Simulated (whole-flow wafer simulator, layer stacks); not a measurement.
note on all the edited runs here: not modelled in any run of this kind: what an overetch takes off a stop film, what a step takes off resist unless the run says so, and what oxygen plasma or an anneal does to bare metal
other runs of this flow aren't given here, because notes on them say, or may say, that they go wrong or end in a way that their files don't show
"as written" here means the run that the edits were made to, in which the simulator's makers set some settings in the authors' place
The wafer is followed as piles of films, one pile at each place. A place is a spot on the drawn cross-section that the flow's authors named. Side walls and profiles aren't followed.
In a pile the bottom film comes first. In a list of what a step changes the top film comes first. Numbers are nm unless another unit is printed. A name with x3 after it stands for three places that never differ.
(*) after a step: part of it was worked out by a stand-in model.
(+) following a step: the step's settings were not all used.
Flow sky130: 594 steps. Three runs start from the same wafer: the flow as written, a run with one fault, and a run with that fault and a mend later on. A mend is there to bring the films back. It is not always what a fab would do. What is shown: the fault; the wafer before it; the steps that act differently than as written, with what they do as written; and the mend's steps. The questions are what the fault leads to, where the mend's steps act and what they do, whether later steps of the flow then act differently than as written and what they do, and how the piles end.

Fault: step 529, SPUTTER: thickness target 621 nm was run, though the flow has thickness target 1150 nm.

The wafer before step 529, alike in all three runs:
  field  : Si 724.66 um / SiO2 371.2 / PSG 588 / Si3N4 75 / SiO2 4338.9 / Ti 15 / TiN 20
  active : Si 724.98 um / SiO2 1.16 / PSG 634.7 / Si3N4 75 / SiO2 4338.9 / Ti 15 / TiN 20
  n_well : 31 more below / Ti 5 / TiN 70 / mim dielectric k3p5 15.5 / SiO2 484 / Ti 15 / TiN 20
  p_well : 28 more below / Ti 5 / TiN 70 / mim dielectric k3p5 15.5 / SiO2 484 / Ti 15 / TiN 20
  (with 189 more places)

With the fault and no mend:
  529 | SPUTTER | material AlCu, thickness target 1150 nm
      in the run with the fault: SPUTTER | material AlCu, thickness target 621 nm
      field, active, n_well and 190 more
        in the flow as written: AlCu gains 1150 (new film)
        in the run with the fault: AlCu gains 621 (new film)
  Later steps of the flow acting differently than as written (not shown: 2 more steps that differ only slightly, by at most 2% or 0.5 nm, whichever is larger):
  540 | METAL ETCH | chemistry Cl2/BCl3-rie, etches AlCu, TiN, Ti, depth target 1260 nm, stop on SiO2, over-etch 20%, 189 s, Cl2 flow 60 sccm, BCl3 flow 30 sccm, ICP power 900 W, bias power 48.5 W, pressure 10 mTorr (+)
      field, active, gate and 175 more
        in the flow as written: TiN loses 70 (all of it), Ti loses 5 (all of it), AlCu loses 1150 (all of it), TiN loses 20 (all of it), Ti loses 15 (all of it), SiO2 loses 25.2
        in the run with the fault: TiN loses 70 (all of it), Ti loses 5 (all of it), AlCu loses 621 (all of it), TiN loses 20 (all of it), Ti loses 15 (all of it), SiO2 loses 78.1
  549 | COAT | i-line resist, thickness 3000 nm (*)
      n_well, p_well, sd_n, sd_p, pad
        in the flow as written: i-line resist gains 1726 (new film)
        in the run with the fault: i-line resist gains 2198.2 (new film)
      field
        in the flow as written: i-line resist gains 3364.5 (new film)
        in the run with the fault: i-line resist gains 3225.3 (new film)
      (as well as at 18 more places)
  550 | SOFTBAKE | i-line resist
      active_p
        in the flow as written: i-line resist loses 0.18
        in the run with the fault: i-line resist gains 0.65
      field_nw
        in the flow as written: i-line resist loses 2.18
        in the run with the fault: i-line resist gains 0.85
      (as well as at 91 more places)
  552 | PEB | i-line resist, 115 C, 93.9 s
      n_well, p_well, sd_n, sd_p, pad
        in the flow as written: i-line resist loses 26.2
        in the run with the fault: i-line resist loses 34.3
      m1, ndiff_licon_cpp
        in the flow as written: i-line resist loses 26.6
        in the run with the fault: i-line resist loses 34.5
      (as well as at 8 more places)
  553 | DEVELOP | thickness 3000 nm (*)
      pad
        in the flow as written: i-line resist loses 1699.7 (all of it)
        in the run with the fault: i-line resist loses 2163.9 (all of it)
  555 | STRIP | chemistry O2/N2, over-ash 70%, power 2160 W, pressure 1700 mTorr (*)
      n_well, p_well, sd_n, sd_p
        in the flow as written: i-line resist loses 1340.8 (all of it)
        in the run with the fault: i-line resist loses 1805 (all of it)
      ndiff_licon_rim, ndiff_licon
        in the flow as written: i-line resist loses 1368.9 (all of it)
        in the run with the fault: i-line resist loses 1821.3 (all of it)
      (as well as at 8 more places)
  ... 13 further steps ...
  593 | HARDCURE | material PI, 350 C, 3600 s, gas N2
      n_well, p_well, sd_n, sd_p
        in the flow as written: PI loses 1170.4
        in the run with the fault: PI loses 1203.9
  By the end, the piles at n_well, p_well, gate_hv and 108 more depart from the flow's by more than 2% or 0.5 nm, whichever is larger.
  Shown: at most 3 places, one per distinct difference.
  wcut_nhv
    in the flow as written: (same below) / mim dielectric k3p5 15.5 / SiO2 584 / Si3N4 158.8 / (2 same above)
    in the run with the fault: (same below) / mim dielectric k3p5 15.5 / SiO2 531.1 / Si3N4 158.8 / (2 same above)
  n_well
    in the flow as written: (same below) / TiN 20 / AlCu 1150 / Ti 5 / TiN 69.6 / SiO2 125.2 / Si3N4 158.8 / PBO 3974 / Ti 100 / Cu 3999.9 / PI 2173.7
    in the run with the fault: (same below) / TiN 20 / AlCu 621 / Ti 5 / TiN 69.6 / SiO2 125.2 / Si3N4 158.8 / PBO 4354.2 / Ti 100 / Cu 3999.9 / PI 2235.9
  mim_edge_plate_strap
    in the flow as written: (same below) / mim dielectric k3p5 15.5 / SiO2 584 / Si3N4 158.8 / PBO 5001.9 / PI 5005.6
    in the run with the fault: (same below) / mim dielectric k3p5 15.5 / SiO2 531.1 / Si3N4 158.8 / PBO 5001.2 / PI 5005.9

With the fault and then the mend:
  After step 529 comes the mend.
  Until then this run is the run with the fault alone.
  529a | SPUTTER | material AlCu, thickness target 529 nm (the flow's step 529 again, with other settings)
      field, active, n_well and 190 more
        AlCu gains 529
  None of the later steps of the flow acts differently than as written at any place that is followed.
  At every place that both follow, the piles at the end match the flow's.
